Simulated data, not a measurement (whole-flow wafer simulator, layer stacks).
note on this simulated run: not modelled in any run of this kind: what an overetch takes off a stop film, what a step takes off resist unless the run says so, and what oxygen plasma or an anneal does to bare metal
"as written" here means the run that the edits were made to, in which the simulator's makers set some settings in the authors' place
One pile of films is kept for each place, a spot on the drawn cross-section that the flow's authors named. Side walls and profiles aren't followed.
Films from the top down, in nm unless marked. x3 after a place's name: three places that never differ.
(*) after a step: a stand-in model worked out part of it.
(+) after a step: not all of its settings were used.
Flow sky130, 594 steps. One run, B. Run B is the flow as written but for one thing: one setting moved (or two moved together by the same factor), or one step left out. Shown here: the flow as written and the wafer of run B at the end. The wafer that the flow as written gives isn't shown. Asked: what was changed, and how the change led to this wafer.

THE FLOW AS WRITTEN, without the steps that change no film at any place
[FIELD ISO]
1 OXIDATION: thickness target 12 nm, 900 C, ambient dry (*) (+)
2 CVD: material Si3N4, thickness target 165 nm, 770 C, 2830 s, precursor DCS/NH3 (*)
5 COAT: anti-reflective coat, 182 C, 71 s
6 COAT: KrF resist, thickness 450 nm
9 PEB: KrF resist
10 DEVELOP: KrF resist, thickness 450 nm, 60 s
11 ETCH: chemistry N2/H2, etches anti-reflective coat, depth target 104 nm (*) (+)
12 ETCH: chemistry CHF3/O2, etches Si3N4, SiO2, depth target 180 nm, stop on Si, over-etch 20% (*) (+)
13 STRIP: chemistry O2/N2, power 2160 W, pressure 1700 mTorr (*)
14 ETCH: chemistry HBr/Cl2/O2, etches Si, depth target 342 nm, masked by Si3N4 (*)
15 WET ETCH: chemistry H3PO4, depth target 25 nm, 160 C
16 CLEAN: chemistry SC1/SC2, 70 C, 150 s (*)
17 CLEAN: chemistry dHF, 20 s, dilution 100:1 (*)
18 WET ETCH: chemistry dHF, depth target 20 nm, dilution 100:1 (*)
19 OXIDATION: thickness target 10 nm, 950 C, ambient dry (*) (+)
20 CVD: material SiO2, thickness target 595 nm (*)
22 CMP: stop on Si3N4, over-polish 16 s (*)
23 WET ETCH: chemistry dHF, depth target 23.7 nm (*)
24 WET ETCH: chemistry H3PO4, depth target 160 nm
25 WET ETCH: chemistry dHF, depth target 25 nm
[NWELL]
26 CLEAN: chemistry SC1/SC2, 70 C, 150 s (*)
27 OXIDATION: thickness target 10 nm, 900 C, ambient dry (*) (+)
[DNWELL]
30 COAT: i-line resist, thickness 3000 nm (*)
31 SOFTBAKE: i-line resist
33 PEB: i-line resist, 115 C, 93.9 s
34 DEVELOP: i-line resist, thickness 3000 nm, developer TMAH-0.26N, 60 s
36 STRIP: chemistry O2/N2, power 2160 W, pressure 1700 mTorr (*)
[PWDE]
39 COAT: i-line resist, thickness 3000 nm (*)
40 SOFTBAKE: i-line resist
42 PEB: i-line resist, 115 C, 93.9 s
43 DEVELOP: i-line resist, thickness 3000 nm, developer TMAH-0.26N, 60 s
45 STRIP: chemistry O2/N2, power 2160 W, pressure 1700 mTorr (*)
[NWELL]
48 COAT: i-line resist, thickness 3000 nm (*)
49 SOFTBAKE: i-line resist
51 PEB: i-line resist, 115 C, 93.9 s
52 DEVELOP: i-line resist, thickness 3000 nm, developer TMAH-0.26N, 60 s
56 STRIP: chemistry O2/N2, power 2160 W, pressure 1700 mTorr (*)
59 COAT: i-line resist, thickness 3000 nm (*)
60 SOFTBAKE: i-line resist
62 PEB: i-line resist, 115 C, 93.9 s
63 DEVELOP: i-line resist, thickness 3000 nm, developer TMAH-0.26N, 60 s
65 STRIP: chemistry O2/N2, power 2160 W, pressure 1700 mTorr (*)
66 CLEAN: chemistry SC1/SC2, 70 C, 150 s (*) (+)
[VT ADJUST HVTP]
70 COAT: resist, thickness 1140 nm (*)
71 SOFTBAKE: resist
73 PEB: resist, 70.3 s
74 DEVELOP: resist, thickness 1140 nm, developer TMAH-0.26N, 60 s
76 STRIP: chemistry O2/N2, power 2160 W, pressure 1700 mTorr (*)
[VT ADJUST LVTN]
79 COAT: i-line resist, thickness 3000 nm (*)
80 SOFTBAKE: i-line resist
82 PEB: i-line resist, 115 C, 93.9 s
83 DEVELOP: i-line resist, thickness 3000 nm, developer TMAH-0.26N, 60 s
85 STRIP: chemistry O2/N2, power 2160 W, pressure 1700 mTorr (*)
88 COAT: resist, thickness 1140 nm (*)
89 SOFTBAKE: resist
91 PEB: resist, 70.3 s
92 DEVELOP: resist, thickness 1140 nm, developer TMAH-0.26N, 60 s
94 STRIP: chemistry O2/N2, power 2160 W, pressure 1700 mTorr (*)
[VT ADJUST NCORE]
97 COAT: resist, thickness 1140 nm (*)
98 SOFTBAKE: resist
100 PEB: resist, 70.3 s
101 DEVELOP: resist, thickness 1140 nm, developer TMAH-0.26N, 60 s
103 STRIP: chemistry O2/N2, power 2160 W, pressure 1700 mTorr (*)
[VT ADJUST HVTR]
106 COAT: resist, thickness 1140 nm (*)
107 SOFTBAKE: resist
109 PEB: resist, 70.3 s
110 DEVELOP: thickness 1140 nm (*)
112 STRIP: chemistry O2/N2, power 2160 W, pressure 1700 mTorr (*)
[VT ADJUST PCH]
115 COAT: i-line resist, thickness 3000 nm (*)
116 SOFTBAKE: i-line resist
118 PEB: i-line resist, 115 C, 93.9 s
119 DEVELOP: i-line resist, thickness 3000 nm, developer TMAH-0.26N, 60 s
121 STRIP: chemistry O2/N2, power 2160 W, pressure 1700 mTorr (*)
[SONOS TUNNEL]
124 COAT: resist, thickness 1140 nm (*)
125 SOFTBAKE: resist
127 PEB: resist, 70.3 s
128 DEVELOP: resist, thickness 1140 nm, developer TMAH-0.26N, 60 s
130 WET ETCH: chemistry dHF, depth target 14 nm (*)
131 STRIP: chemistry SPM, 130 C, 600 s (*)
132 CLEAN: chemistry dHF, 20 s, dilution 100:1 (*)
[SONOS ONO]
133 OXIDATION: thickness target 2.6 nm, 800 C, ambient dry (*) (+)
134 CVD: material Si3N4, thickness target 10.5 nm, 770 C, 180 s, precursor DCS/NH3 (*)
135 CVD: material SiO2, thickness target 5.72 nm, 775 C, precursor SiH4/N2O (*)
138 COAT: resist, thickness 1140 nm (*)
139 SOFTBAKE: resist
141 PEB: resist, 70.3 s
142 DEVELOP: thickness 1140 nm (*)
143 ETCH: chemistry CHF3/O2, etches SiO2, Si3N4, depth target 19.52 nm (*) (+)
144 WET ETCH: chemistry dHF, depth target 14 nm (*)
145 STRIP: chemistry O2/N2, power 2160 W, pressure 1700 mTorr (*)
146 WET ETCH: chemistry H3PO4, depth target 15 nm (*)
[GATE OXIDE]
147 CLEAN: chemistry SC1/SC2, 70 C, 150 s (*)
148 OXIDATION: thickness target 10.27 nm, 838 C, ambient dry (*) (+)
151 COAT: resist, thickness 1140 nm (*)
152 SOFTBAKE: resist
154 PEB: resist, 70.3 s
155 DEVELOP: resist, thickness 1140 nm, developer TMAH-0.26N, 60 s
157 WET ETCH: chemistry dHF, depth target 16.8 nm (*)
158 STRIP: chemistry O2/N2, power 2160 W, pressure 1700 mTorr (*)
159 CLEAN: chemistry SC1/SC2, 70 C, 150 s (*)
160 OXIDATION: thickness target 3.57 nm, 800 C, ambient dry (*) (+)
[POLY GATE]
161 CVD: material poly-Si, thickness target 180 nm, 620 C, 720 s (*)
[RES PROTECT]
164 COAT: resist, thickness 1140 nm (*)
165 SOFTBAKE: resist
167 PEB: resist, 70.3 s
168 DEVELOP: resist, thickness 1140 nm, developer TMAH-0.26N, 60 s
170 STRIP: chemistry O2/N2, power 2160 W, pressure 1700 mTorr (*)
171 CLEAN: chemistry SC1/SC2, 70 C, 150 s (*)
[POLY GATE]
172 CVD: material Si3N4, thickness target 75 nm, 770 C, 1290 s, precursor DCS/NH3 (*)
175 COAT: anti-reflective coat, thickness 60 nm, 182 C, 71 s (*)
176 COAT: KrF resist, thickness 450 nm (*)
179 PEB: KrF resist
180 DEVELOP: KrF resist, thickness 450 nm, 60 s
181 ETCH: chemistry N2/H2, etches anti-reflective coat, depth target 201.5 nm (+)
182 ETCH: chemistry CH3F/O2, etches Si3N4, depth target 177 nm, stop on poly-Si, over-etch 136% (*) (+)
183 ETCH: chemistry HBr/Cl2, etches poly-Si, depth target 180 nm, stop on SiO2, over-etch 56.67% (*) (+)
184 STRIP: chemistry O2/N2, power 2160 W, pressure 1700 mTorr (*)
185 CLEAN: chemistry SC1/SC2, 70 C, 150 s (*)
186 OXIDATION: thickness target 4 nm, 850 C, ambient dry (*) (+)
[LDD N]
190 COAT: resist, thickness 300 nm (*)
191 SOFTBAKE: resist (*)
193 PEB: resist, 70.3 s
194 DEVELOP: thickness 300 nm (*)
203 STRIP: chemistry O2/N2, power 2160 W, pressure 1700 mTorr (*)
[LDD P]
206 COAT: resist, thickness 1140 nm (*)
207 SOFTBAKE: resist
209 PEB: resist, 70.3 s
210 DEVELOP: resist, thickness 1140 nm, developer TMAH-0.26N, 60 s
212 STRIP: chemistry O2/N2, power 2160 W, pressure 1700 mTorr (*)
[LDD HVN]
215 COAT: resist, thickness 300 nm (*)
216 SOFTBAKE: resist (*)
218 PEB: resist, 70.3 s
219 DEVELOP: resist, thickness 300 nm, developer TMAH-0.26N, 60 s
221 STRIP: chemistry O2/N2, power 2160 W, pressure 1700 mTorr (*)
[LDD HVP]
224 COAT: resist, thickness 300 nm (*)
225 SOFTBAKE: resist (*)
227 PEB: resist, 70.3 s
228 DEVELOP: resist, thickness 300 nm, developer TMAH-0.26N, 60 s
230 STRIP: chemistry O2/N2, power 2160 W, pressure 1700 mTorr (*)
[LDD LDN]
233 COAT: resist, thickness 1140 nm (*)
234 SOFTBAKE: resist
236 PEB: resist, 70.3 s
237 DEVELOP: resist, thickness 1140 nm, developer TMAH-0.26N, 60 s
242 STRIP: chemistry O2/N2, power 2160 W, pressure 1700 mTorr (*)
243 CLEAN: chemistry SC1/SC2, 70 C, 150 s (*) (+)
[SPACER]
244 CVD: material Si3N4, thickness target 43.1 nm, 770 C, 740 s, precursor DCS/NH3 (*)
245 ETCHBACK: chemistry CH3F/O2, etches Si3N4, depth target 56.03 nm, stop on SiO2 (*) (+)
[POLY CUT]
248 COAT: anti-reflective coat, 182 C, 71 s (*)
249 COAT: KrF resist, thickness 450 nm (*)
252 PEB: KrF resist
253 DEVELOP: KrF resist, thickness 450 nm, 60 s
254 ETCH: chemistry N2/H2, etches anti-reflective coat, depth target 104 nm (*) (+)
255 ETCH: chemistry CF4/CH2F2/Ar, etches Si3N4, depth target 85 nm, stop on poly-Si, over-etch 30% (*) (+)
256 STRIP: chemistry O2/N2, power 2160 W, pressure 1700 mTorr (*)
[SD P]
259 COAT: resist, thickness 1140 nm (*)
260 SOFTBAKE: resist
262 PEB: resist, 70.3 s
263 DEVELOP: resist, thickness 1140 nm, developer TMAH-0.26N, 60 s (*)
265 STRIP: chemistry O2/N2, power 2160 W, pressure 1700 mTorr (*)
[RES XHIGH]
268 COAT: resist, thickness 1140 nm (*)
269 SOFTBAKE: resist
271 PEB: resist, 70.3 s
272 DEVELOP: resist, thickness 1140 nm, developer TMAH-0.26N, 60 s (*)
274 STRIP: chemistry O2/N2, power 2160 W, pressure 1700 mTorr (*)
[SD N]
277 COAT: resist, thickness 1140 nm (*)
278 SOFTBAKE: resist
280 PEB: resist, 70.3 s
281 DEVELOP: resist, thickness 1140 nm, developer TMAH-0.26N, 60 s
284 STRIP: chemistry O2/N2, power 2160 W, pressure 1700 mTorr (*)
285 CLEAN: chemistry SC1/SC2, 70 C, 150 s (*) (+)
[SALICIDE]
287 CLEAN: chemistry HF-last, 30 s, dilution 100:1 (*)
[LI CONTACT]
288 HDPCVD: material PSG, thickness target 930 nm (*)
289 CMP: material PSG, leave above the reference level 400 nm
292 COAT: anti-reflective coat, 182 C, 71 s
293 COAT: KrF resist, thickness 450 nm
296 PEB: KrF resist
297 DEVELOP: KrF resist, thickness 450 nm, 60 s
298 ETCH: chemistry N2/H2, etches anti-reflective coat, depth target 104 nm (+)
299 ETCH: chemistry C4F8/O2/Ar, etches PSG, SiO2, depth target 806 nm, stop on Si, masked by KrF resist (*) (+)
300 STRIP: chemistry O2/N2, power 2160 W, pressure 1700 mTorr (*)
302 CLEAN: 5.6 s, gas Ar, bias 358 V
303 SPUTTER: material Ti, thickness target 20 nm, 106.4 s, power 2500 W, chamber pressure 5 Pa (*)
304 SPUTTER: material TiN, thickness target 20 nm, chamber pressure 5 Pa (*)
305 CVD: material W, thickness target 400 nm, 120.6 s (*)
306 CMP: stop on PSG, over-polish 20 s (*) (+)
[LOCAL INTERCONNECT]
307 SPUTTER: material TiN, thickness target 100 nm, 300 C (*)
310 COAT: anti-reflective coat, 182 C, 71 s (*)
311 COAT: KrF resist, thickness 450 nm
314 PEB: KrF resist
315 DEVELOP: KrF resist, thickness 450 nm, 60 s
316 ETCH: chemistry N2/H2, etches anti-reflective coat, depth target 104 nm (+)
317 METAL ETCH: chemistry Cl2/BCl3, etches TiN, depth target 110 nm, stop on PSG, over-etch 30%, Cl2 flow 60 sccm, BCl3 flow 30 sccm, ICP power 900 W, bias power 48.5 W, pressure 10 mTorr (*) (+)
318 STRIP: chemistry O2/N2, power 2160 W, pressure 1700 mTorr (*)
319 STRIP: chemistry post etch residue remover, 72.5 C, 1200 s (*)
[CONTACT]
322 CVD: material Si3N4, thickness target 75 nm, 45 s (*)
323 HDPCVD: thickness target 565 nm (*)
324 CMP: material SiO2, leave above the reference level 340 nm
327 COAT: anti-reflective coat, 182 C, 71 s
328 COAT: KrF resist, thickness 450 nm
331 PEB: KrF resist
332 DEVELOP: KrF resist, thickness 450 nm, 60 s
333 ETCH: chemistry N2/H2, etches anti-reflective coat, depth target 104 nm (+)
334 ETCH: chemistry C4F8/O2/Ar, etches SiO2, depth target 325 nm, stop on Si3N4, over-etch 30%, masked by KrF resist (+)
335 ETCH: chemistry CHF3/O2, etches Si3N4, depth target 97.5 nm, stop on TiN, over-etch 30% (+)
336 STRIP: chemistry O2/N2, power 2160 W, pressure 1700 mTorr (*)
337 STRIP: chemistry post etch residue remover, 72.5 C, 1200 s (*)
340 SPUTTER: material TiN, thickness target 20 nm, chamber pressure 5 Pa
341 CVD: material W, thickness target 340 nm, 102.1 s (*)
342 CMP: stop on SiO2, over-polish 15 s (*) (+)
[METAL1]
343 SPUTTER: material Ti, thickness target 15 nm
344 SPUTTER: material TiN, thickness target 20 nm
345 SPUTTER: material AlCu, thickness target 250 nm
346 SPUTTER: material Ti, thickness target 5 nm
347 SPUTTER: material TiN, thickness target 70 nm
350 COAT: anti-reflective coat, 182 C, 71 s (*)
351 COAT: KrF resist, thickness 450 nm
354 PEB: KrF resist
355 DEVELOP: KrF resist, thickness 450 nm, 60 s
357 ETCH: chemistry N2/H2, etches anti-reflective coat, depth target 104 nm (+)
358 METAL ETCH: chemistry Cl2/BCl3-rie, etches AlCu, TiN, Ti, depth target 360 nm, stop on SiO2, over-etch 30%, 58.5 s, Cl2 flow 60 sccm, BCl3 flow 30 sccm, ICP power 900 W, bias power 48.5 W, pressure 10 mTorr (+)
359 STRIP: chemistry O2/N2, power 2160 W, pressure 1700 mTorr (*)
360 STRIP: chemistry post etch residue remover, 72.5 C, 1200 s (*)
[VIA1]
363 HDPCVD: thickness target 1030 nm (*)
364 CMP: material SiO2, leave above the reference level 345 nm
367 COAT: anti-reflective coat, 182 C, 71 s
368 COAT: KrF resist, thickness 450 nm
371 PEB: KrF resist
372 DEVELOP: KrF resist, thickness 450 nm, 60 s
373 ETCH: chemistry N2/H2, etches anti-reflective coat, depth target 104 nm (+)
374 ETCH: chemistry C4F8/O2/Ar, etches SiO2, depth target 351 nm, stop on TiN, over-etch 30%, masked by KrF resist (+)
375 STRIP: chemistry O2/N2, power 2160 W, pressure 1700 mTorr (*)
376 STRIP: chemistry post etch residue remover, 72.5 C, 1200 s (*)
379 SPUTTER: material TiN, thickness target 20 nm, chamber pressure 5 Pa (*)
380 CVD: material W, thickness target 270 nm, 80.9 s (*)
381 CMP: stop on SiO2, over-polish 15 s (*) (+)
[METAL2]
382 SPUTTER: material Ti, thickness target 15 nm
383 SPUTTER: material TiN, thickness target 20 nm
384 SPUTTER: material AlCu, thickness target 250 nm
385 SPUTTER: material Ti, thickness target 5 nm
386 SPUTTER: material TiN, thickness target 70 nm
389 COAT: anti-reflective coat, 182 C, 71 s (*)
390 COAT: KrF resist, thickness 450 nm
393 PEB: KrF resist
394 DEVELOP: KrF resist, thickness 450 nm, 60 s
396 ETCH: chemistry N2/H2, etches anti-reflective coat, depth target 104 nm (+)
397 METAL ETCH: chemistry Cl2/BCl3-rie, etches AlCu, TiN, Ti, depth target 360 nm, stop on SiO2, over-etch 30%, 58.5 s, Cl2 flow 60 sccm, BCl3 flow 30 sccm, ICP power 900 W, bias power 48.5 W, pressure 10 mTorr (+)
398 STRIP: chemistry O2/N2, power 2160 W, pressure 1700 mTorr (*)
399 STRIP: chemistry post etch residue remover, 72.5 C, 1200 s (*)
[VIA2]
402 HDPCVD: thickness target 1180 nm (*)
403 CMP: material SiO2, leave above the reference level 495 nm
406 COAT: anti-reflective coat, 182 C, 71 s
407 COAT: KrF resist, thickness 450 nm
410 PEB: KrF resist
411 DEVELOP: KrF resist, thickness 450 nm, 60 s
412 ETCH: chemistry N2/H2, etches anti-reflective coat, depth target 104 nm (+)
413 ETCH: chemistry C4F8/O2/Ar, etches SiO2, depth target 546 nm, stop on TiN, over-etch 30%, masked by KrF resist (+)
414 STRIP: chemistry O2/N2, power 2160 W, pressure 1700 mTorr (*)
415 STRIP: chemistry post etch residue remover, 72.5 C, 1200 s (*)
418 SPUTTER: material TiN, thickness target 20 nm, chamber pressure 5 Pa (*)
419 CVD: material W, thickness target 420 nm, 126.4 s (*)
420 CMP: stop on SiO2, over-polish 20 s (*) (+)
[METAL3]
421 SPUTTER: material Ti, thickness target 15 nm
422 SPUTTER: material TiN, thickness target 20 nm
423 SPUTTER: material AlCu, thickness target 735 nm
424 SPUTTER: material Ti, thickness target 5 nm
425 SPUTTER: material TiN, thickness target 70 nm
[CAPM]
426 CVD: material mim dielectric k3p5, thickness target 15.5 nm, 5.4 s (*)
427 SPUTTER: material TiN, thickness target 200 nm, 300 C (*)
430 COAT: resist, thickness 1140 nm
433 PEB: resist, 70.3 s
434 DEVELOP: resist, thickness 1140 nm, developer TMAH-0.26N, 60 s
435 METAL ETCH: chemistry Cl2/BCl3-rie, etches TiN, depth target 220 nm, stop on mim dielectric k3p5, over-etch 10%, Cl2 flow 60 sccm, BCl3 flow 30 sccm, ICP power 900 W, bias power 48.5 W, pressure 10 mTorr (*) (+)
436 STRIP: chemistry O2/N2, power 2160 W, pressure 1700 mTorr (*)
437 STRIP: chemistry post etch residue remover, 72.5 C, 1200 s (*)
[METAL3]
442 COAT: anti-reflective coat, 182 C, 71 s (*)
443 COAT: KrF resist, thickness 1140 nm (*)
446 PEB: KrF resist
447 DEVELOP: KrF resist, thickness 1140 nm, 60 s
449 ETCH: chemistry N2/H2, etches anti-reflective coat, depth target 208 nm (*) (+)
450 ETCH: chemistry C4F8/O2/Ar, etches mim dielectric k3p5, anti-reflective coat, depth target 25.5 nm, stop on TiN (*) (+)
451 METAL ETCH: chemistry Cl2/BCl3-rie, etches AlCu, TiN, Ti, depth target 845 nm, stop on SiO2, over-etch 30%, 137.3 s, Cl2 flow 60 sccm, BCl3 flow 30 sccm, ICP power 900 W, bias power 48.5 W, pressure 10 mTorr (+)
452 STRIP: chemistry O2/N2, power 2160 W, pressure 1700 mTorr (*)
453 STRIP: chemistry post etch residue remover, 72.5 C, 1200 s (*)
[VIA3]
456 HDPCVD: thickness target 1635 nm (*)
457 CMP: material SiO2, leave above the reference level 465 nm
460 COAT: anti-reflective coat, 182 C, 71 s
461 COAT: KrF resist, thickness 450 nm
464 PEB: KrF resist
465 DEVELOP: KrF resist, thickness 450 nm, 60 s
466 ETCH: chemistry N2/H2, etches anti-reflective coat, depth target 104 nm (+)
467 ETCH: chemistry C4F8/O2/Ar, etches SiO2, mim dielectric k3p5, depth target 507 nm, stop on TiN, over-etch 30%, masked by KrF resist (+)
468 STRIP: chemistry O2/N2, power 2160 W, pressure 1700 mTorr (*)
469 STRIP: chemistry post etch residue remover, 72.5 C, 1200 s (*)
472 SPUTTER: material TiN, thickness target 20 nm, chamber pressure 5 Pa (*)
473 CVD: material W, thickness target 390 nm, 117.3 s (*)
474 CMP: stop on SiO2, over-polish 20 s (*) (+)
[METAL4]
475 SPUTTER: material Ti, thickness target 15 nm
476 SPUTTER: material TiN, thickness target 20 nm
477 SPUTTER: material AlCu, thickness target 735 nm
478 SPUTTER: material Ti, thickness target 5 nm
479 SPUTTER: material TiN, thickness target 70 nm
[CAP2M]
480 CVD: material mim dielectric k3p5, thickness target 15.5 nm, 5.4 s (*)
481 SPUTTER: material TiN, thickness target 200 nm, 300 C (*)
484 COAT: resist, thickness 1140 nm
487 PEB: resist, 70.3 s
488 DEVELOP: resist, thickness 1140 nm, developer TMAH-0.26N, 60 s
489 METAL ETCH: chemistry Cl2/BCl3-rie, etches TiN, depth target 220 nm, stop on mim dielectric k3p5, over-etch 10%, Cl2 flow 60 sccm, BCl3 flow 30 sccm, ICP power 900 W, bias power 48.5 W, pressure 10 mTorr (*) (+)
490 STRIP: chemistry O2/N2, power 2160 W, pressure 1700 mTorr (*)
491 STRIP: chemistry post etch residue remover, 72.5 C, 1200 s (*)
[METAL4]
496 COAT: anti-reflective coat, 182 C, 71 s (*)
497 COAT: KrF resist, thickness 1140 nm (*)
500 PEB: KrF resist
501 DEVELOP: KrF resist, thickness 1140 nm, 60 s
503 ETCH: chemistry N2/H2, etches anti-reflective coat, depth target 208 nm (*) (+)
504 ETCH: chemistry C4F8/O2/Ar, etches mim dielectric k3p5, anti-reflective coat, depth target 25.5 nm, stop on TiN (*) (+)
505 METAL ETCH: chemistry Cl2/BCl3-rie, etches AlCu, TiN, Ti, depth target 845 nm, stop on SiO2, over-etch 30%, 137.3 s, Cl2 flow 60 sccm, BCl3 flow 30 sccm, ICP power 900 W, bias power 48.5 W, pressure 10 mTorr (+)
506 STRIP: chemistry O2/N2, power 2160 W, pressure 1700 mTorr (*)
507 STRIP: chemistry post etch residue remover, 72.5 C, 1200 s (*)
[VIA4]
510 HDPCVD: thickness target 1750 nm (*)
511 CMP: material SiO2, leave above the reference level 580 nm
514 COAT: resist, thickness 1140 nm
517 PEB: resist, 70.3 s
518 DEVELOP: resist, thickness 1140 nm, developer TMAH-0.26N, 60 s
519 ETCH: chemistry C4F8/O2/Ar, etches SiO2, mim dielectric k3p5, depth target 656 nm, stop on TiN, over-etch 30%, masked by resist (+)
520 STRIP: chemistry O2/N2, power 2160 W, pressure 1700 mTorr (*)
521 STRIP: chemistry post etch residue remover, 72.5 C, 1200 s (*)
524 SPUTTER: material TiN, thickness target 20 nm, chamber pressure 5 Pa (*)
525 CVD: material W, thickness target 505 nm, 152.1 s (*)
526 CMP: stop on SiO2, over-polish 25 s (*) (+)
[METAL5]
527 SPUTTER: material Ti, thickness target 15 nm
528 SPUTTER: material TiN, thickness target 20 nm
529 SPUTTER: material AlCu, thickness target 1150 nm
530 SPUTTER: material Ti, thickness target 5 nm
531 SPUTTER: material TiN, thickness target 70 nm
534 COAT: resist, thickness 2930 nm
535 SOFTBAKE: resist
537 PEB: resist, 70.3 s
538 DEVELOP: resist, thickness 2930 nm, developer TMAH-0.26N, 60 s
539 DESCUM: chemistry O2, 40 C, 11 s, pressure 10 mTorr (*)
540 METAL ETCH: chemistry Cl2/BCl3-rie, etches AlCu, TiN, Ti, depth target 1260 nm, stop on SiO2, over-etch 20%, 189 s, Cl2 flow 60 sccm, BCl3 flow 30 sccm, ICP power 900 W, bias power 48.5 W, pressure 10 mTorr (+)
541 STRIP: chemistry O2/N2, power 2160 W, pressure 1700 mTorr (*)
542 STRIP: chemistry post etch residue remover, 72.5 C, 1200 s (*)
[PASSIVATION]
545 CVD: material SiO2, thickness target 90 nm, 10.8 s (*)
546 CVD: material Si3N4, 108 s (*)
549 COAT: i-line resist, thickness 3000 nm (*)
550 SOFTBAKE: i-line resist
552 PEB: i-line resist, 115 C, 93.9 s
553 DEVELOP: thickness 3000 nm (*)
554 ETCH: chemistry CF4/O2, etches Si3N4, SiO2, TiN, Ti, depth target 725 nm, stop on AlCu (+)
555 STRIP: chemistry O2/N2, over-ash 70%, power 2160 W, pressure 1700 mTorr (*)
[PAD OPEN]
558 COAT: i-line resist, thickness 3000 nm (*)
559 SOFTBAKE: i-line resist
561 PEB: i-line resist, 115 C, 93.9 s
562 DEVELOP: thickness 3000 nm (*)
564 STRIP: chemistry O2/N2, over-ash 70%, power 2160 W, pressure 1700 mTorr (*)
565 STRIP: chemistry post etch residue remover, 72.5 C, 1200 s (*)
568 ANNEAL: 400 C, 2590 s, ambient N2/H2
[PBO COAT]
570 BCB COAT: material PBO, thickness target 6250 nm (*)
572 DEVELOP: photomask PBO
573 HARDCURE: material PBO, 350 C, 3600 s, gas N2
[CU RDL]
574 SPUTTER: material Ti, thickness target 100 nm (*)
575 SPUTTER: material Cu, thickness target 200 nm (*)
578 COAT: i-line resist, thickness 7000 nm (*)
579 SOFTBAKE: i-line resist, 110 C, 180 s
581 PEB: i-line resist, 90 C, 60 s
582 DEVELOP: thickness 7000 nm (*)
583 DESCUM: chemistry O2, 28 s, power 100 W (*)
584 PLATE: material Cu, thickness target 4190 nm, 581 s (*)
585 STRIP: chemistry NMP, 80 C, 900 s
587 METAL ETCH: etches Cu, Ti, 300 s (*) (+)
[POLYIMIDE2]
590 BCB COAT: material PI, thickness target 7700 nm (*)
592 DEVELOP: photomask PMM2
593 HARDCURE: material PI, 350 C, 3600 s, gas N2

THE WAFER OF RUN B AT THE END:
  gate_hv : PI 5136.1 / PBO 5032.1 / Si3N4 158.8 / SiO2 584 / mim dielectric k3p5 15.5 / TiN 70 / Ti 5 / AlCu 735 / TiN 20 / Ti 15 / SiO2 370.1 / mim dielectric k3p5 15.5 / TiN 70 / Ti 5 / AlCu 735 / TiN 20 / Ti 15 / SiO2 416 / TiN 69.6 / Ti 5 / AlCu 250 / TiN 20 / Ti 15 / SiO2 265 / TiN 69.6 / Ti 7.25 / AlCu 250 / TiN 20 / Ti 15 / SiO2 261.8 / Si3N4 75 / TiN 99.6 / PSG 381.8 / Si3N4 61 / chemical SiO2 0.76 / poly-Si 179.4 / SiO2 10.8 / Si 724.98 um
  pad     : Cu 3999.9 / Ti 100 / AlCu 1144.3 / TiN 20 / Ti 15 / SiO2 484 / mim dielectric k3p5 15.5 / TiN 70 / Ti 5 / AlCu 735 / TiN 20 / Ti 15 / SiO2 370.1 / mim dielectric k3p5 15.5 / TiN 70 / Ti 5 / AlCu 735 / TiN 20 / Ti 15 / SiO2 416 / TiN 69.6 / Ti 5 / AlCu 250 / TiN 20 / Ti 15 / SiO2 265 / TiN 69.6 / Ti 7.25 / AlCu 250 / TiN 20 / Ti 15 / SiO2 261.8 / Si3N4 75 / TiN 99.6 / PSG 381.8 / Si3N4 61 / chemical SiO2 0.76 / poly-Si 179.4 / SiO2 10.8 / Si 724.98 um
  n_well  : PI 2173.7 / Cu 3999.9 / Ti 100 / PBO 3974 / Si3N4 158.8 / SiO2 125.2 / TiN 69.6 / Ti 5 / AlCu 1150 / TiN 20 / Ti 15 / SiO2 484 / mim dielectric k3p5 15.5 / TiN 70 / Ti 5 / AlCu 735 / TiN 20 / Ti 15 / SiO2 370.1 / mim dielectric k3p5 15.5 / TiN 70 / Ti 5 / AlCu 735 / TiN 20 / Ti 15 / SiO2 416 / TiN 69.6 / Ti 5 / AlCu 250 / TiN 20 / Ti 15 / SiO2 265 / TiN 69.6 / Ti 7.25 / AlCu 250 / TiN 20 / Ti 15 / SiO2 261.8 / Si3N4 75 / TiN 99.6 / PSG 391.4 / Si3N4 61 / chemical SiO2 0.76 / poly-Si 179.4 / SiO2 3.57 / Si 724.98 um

The cause: step 346, SPUTTER: thickness target 7.25 nm was run, where the flow has thickness target 5 nm.
It can be read off the wafer: gate_hv has Ti 7.25, and step 346 as written asks for 5 nm.

How the change led to this, step by step:
  346 SPUTTER: material Ti, thickness target 5 nm
      field, active, n_well and 188 more: Ti +7.25 (new film) (as written it would be: Ti +5 (new film))
  358 METAL ETCH: chemistry Cl2/BCl3-rie, etches AlCu, TiN, Ti, depth target 360 nm, stop on SiO2, over-etch 30%, 58.5 s, Cl2 flow 60 sccm, BCl3 flow 30 sccm, ICP power 900 W, bias power 48.5 W, pressure 10 mTorr (+)
      field, active, gate and 81 more: TiN -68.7 (all of it), Ti -7.25 (all of it), AlCu -250 (all of it), TiN -20 (all of it), Ti -15 (all of it), SiO2 -10.7 (as written it would be: TiN -68.7 (all of it), Ti -5 (all of it), AlCu -250 (all of it), TiN -20 (all of it), Ti -15 (all of it), SiO2 -10.9)
